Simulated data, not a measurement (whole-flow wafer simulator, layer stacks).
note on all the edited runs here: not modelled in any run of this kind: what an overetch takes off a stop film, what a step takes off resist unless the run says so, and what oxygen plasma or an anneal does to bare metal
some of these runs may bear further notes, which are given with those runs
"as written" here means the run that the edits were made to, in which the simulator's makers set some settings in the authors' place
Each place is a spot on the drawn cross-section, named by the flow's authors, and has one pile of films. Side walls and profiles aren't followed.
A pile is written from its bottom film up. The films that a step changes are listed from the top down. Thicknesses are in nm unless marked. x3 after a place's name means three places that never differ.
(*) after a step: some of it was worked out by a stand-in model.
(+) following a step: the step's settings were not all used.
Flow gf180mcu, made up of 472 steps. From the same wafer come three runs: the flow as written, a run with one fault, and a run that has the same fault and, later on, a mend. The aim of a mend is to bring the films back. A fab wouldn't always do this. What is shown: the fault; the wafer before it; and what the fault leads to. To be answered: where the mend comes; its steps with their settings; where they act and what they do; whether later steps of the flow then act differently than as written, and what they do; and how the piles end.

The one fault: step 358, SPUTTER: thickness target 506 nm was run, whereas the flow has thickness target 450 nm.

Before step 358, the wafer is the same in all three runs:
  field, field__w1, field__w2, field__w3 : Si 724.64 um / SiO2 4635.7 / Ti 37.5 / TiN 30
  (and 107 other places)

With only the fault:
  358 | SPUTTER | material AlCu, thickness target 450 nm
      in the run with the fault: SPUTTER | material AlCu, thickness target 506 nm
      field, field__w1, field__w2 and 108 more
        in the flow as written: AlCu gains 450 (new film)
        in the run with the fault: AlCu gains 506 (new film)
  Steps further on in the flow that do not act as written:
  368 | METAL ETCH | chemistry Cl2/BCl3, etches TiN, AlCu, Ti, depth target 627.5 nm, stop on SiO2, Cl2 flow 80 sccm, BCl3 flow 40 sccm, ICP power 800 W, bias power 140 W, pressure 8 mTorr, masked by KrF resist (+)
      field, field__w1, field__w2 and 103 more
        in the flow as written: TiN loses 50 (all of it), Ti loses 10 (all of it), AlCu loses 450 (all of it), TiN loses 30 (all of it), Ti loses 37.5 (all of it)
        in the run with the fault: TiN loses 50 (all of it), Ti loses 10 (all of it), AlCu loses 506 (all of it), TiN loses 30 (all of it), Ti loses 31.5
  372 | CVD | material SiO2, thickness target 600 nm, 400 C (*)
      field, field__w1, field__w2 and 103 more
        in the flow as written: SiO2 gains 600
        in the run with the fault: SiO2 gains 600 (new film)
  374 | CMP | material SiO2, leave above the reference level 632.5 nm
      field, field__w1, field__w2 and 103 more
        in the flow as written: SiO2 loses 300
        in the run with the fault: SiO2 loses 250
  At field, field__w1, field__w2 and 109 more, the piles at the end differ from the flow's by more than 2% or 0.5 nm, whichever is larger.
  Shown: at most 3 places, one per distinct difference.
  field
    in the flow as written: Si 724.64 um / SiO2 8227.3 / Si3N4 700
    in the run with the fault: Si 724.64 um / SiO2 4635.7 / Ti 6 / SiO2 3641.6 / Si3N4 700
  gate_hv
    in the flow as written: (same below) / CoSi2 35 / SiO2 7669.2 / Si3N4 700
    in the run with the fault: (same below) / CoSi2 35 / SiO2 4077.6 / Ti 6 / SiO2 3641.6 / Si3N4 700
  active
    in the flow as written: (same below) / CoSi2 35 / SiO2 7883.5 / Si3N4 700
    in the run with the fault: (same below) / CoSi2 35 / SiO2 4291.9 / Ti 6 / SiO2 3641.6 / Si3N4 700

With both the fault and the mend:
  The mend stands after step 358.
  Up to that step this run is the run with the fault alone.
  358a | METAL ETCH | chemistry Cl2/BCl3, etches TiN, AlCu, Ti, depth target 56 nm, Cl2 flow 80 sccm, BCl3 flow 40 sccm, ICP power 800 W, bias power 140 W, pressure 8 mTorr (the flow's step 260 again, with other settings)
      field, field__w1, field__w2 and 108 more
        AlCu loses 56
  Every later step of the flow that is run acts as written at every place that is followed.
  The piles end the same as the flow's at every place that both follow.
